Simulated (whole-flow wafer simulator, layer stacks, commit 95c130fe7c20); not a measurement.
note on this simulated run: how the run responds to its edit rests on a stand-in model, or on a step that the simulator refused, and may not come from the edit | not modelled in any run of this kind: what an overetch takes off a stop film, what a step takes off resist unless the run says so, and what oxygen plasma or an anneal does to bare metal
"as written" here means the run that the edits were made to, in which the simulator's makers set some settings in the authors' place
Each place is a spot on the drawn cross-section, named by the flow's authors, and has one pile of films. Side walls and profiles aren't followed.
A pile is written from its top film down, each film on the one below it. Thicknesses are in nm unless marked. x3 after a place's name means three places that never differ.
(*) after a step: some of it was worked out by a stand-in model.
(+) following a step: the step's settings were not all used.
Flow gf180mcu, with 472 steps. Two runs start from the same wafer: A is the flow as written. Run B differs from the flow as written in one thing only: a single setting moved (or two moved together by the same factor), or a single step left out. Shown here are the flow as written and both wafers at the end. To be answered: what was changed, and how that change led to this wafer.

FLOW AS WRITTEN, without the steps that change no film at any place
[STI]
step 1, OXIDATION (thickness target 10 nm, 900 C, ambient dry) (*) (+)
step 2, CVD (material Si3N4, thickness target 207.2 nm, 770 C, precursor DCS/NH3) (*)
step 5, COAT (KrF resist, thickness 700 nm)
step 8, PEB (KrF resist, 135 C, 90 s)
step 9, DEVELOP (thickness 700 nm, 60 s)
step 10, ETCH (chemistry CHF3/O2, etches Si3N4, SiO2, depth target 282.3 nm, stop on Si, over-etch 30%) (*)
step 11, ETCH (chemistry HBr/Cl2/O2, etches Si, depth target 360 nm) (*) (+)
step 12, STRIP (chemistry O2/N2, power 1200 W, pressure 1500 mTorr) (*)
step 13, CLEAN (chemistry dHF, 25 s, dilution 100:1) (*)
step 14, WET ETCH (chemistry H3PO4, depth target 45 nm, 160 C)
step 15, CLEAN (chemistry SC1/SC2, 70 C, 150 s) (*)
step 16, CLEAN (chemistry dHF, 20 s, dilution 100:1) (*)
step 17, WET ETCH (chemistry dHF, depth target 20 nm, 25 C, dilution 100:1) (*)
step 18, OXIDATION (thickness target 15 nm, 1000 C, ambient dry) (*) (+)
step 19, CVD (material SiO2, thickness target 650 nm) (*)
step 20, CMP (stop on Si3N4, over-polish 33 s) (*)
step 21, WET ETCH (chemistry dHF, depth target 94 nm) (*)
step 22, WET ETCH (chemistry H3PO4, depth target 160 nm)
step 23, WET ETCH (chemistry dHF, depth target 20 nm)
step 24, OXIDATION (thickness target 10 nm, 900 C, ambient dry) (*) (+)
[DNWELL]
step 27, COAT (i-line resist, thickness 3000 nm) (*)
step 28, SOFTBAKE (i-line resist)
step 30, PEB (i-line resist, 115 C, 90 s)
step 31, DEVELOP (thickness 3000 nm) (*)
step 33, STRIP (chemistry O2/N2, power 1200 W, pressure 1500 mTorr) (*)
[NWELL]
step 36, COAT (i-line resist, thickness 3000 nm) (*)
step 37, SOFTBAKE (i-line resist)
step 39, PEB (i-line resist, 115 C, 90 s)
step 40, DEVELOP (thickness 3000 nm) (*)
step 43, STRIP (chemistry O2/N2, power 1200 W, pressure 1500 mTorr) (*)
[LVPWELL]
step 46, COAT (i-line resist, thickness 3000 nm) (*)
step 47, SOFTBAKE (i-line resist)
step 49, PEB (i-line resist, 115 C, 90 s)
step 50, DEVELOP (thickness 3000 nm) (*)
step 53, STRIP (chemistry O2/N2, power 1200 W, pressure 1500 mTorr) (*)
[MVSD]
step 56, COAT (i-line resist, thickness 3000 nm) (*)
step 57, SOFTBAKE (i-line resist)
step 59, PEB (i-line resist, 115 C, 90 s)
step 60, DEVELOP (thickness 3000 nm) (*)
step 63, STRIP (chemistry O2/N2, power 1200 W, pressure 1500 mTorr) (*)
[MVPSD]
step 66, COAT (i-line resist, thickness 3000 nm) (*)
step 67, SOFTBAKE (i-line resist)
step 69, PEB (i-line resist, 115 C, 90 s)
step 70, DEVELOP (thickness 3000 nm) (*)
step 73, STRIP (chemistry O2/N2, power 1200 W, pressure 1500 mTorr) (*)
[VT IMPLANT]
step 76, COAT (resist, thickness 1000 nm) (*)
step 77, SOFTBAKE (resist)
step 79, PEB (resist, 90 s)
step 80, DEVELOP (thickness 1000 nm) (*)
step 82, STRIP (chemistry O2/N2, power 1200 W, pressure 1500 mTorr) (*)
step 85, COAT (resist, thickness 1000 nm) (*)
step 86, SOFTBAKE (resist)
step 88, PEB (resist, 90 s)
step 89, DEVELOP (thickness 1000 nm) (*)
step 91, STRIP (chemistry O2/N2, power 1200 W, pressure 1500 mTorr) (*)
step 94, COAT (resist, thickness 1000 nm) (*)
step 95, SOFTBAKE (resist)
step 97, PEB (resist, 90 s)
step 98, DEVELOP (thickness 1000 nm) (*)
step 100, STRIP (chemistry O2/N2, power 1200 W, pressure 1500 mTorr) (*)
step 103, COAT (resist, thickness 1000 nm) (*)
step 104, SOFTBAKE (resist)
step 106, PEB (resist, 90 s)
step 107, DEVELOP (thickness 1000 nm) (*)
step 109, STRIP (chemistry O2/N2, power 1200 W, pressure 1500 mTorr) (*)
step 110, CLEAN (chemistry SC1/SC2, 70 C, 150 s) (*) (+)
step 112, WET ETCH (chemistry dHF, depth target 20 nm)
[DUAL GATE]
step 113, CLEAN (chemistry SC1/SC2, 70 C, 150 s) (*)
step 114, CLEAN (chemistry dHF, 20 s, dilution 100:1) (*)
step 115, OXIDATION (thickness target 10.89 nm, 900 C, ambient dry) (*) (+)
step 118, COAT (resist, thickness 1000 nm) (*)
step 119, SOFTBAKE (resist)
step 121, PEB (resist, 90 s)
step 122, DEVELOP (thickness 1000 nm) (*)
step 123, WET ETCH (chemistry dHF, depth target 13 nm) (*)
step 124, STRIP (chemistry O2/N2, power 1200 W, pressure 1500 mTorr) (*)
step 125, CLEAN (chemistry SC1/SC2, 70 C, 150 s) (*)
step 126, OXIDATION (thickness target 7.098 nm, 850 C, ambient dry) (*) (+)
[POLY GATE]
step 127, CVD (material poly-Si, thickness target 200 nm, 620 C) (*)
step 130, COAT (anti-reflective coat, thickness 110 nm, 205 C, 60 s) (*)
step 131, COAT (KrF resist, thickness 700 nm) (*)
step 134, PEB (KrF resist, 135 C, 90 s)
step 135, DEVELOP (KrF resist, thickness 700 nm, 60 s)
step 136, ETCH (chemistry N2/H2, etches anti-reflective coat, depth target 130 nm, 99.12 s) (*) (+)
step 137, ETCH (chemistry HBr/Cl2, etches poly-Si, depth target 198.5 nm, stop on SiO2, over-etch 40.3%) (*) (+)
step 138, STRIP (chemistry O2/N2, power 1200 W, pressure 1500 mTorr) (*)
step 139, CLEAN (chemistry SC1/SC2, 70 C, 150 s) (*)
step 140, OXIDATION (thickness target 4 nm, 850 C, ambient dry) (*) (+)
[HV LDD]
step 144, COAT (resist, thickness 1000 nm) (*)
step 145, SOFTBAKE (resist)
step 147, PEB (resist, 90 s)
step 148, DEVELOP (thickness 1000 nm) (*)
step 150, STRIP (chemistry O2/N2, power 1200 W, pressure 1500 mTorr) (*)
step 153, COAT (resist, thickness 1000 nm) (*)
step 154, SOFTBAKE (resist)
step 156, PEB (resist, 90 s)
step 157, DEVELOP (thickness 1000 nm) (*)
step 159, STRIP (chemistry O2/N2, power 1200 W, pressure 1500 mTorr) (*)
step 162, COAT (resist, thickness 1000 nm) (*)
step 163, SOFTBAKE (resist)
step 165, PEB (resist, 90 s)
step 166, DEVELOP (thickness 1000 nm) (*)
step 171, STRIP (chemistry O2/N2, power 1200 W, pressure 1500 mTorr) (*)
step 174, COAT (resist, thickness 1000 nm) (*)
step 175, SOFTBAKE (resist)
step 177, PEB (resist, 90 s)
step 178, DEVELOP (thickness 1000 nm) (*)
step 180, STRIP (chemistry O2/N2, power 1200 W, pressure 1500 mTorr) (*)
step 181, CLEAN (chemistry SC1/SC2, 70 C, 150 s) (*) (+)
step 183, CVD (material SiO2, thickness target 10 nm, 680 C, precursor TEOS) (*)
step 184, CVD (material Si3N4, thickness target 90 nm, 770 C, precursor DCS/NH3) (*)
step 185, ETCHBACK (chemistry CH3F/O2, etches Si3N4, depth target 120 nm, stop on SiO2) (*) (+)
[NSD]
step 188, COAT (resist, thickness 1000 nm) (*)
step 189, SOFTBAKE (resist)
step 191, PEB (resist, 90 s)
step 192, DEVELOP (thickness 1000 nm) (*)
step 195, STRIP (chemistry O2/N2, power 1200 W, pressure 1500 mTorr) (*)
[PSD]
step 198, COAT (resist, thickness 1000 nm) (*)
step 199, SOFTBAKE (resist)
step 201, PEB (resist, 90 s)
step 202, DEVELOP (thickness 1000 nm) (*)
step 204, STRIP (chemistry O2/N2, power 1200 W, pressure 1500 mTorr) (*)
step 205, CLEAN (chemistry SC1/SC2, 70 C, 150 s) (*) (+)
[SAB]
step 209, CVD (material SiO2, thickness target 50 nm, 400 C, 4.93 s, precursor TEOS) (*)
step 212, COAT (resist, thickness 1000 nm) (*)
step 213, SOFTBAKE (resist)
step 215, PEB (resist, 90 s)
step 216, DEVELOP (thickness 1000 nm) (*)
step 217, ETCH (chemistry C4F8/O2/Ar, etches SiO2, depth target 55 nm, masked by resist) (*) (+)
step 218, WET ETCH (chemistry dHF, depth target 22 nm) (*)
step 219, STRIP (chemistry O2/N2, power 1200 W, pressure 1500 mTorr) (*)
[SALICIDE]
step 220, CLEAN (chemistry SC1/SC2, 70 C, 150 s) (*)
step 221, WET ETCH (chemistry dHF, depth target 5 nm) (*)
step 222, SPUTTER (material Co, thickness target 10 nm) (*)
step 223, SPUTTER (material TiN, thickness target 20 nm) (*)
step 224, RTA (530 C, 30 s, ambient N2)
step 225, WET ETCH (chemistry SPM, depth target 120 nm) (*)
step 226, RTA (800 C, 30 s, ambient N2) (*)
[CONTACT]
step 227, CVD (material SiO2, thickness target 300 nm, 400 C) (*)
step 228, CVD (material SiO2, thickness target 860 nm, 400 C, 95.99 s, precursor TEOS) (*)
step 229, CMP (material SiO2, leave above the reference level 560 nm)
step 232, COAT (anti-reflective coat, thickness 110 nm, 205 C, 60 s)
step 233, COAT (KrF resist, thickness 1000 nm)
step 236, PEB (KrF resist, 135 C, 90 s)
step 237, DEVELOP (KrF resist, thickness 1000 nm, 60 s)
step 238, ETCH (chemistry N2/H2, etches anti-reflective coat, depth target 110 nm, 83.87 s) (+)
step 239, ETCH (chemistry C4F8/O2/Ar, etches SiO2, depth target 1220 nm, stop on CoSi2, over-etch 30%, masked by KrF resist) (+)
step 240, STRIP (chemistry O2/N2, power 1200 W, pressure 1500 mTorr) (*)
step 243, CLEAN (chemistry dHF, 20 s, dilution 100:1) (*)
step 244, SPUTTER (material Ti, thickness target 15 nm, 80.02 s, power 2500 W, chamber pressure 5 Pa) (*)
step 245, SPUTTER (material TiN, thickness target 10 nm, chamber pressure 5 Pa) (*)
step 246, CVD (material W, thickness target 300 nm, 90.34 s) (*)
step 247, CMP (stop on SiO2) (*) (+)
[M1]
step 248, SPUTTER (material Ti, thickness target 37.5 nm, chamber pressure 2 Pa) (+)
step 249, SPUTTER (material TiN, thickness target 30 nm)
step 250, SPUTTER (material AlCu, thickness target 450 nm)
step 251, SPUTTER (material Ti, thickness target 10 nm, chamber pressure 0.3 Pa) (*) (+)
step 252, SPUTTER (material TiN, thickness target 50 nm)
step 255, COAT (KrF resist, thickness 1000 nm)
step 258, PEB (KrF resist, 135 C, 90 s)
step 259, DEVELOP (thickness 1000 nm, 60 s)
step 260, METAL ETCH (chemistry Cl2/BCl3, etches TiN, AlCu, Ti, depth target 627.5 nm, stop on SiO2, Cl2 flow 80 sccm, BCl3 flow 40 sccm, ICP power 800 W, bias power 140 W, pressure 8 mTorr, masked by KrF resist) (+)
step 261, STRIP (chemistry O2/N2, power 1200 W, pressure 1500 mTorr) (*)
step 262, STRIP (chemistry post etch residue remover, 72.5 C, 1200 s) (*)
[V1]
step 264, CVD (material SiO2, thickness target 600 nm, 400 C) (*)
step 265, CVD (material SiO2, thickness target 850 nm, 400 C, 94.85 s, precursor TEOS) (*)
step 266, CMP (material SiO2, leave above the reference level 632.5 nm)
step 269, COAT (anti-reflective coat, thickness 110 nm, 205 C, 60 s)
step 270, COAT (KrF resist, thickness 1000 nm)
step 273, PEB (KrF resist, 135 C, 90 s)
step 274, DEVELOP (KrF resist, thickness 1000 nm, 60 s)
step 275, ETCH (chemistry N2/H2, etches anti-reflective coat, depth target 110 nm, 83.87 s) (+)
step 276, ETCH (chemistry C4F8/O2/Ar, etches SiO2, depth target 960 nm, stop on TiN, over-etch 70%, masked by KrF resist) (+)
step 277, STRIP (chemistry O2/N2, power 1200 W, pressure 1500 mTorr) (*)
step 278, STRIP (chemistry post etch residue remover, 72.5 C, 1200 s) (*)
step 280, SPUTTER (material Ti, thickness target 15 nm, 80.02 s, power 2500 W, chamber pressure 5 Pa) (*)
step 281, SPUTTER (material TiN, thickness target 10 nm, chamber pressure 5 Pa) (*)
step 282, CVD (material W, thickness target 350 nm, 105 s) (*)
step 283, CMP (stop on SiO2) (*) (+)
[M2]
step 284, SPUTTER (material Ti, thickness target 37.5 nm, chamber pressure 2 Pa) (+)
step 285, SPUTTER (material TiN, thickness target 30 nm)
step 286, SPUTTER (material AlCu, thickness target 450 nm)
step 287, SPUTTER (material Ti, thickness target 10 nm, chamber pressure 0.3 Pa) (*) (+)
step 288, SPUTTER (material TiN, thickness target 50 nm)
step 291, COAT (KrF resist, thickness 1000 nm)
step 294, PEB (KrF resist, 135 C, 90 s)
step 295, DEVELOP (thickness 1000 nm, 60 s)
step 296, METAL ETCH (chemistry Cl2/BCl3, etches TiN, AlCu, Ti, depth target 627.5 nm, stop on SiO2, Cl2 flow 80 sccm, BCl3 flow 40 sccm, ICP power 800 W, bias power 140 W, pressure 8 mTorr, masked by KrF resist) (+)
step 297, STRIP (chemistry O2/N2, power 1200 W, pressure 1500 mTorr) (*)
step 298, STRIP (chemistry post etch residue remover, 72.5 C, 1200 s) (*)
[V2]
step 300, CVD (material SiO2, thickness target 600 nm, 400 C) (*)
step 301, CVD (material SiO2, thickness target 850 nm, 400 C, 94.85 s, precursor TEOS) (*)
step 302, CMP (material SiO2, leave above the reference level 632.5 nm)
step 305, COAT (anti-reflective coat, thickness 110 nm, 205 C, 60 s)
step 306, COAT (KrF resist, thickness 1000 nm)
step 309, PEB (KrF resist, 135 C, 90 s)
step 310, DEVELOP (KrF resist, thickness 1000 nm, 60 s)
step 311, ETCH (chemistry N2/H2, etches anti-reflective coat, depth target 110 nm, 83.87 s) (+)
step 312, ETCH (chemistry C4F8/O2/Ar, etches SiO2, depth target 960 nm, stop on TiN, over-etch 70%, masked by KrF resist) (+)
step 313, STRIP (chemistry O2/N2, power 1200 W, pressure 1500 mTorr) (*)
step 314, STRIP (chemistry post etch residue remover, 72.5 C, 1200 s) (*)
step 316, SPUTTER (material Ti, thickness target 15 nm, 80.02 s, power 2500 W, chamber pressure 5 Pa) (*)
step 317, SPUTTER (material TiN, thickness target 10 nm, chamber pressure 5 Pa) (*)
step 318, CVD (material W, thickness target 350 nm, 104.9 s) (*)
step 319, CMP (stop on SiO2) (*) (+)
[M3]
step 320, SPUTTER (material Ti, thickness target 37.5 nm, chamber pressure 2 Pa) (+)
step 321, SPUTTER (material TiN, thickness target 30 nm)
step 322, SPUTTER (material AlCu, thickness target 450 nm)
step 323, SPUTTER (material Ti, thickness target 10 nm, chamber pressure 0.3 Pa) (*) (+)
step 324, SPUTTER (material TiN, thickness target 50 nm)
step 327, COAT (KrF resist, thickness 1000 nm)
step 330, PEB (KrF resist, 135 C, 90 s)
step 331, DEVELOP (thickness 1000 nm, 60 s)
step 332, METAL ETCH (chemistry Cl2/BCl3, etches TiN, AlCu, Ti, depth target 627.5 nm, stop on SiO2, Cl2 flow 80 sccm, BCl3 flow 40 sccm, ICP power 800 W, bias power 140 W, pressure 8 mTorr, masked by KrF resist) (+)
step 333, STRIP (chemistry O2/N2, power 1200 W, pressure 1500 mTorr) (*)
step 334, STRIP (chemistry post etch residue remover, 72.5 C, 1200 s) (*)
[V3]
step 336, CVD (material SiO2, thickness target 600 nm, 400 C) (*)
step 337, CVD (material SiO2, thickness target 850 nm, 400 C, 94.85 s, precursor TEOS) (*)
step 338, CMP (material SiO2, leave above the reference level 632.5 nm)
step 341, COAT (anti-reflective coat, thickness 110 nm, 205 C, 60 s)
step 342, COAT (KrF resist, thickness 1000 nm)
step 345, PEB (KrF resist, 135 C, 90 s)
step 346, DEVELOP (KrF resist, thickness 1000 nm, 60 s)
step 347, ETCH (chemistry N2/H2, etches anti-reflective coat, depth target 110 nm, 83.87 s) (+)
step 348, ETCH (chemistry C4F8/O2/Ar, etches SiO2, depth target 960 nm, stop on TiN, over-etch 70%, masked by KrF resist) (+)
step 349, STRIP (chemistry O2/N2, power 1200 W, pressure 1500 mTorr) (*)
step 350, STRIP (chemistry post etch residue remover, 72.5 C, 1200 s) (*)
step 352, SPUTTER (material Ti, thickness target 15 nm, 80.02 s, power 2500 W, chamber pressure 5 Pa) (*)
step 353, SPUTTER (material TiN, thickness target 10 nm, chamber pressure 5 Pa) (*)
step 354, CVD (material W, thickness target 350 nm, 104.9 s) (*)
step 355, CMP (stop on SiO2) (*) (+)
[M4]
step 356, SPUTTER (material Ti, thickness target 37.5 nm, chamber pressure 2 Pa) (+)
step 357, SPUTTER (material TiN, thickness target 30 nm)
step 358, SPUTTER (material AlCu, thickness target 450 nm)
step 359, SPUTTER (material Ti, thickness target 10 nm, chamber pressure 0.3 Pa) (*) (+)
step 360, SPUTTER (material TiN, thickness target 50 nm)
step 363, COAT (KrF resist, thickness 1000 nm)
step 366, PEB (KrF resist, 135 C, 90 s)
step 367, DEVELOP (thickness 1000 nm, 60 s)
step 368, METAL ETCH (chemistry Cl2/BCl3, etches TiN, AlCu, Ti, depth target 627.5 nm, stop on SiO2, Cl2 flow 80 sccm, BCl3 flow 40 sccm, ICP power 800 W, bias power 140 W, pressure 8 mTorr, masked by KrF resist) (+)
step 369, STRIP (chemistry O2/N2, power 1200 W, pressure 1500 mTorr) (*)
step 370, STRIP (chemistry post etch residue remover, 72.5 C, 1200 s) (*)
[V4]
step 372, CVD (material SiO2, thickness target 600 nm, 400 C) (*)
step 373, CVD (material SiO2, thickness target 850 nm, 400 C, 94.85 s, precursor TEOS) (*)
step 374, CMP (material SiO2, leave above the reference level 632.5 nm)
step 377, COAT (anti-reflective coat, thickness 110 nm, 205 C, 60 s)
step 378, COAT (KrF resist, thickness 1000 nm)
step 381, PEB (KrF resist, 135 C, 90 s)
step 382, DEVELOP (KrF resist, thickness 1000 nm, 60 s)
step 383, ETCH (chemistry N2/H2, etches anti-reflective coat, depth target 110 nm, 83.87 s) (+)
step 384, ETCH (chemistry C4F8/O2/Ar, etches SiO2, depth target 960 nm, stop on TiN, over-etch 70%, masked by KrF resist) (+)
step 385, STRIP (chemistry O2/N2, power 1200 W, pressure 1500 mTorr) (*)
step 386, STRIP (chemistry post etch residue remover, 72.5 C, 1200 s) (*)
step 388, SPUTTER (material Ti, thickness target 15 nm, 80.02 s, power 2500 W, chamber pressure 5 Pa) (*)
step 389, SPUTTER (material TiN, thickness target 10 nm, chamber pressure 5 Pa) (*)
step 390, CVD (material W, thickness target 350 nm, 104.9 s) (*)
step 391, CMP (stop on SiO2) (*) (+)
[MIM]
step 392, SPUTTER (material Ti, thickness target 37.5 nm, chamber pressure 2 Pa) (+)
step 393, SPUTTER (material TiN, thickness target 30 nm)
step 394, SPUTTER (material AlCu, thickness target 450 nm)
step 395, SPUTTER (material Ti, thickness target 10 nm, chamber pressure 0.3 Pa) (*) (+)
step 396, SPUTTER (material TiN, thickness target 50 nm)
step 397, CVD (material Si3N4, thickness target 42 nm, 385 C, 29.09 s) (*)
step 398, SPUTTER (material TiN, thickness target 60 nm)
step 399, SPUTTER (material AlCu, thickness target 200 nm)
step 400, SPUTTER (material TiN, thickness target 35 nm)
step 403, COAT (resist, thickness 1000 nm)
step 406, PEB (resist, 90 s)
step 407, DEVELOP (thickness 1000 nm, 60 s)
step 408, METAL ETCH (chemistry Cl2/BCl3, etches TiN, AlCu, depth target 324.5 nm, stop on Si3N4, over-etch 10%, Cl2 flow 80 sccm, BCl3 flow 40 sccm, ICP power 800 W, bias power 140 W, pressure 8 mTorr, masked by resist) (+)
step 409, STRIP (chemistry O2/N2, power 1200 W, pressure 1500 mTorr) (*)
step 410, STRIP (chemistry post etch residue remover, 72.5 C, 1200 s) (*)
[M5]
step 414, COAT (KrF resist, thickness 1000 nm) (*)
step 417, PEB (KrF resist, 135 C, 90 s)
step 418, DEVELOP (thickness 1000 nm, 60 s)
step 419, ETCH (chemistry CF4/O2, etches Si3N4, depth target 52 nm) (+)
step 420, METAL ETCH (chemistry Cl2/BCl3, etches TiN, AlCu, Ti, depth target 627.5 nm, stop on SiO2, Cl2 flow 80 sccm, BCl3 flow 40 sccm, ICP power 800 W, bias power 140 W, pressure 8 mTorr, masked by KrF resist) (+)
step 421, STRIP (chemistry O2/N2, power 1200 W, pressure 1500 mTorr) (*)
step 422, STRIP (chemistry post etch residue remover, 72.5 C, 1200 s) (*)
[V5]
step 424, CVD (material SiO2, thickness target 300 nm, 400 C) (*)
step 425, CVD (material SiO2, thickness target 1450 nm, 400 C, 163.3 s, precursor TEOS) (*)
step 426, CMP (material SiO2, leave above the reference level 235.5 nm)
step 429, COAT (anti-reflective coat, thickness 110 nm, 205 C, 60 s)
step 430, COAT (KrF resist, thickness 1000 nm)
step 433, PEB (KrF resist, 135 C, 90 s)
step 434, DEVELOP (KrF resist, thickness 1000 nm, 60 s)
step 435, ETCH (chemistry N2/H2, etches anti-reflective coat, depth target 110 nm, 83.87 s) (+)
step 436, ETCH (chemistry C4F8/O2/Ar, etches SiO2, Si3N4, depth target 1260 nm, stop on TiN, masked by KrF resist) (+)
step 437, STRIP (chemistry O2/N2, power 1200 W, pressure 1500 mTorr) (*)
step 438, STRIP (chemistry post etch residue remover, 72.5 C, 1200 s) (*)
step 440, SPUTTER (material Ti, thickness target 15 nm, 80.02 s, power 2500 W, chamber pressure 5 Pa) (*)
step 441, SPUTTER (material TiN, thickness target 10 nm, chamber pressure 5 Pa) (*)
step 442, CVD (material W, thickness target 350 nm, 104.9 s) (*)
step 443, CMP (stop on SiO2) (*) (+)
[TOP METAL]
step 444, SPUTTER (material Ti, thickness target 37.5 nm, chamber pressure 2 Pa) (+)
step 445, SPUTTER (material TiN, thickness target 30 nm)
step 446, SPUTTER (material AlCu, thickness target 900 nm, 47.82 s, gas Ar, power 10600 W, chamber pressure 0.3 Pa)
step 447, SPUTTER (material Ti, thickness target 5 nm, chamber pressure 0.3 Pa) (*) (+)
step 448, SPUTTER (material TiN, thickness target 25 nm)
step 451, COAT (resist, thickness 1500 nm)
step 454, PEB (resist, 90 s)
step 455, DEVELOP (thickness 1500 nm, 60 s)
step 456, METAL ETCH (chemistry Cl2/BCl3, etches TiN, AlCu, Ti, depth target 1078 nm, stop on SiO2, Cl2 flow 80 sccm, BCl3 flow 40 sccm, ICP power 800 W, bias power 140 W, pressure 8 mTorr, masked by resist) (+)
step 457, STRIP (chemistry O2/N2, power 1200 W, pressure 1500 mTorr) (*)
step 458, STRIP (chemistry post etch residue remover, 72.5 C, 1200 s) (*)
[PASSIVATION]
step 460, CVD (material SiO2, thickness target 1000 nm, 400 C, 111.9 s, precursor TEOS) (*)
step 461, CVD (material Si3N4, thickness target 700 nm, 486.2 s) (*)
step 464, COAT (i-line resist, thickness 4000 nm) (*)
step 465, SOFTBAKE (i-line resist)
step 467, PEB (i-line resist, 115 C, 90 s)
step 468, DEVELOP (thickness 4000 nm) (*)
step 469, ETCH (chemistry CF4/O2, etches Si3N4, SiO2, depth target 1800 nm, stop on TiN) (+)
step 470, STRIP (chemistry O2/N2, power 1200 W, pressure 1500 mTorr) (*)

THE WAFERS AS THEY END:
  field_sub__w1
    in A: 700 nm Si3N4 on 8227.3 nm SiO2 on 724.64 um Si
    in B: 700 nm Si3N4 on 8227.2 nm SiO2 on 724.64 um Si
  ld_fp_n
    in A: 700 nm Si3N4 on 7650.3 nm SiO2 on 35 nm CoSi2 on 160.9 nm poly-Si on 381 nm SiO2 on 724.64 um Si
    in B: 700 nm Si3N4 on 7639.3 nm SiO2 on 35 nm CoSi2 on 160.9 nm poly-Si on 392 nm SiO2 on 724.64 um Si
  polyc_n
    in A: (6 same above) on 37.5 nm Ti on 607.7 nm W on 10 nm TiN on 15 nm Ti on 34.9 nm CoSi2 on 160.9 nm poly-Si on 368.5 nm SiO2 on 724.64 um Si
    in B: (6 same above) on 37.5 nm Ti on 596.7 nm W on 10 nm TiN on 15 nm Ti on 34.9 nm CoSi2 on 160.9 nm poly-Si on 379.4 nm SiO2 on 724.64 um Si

What caused this: step 112, WET ETCH: depth target 10 nm was run, whereas the flow has depth target 20 nm.

How this came from the change, step by step:
  step 112, WET ETCH (chemistry dHF, depth target 20 nm)
      field, field__w2, field__w3 and 43 more: A -22 SiO2 | B -11 SiO2
  step 130, COAT (anti-reflective coat, thickness 110 nm, 205 C, 60 s) (*)
      p_well, spacer, sd_n: A +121 anti-reflective coat (new film) | B +131.6 anti-reflective coat (new film)
      field: A +112.6 anti-reflective coat (new film) | B +108.8 anti-reflective coat (new film)
      (also at 69 further places)
  step 136, ETCH (chemistry N2/H2, etches anti-reflective coat, depth target 130 nm, 99.12 s) (*) (+)
      p_well, spacer, sd_n: A -121 anti-reflective coat (all of it), -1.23 poly-Si | B -131.6 anti-reflective coat (all of it), -0.96 poly-Si
      field: A -112.6 anti-reflective coat (all of it), -1.45 poly-Si | B -108.8 anti-reflective coat (all of it), -1.54 poly-Si
      (also at 49 further places)
  step 138, STRIP (chemistry O2/N2, power 1200 W, pressure 1500 mTorr) (*)
      gate: A +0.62 chemical SiO2 (new film), -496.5 KrF resist (all of it), -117 anti-reflective coat (all of it), -0.27 poly-Si | B +0.62 chemical SiO2 (new film), -497.3 KrF resist (all of it), -121.9 anti-reflective coat (all of it), -0.27 poly-Si
      gate_hv: A +0.62 chemical SiO2 (new film), -495.3 KrF resist (all of it), -109.8 anti-reflective coat (all of it), -0.27 poly-Si | B +0.62 chemical SiO2 (new film), -497.2 KrF resist (all of it), -112.8 anti-reflective coat (all of it), -0.27 poly-Si
      (also at 18 further places)
  step 189, SOFTBAKE (resist)
      active_hv: A +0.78 resist | B +0.22 resist
      active_nat: A +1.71 resist | B +2.7 resist
  step 199, SOFTBAKE (resist)
      active_hv: A +0.78 resist | B +0.22 resist
      active_nat: A +1.71 resist | B +2.7 resist
  step 209, CVD (material SiO2, thickness target 50 nm, 400 C, 4.93 s, precursor TEOS) (*)
      active: A +50 SiO2 | B +48.8 SiO2
      ld_drn_p: A +46 SiO2 | B +45 SiO2
  step 218, WET ETCH (chemistry dHF, depth target 22 nm) (*)
      active: A -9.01 SiO2 (all of it) | B -7.83 SiO2 (all of it)
      sd_p: A -8.12 SiO2 (all of it) | B -7.19 SiO2 (all of it)
      (also at 1 further place)
  step 223, SPUTTER (material TiN, thickness target 20 nm) (*)
      ld_sd_n: A +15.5 TiN (new film) | B +16.1 TiN (new film)
  step 225, WET ETCH (chemistry SPM, depth target 120 nm) (*)
      ld_sd_n: A -15.5 TiN (all of it) | B -16.1 TiN (all of it)
  step 229, CMP (material SiO2, leave above the reference level 560 nm)
      ldn_sep__w1, ldn_sep__w2, ldn_dft and 8 more: A -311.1 SiO2 | B -322.1 SiO2
      sti, mim_1p0, pad, dice_street, iso_nw_fld, iso_fld_sub: A -297 SiO2 | B -307.9 SiO2
      (also at 50 further places)
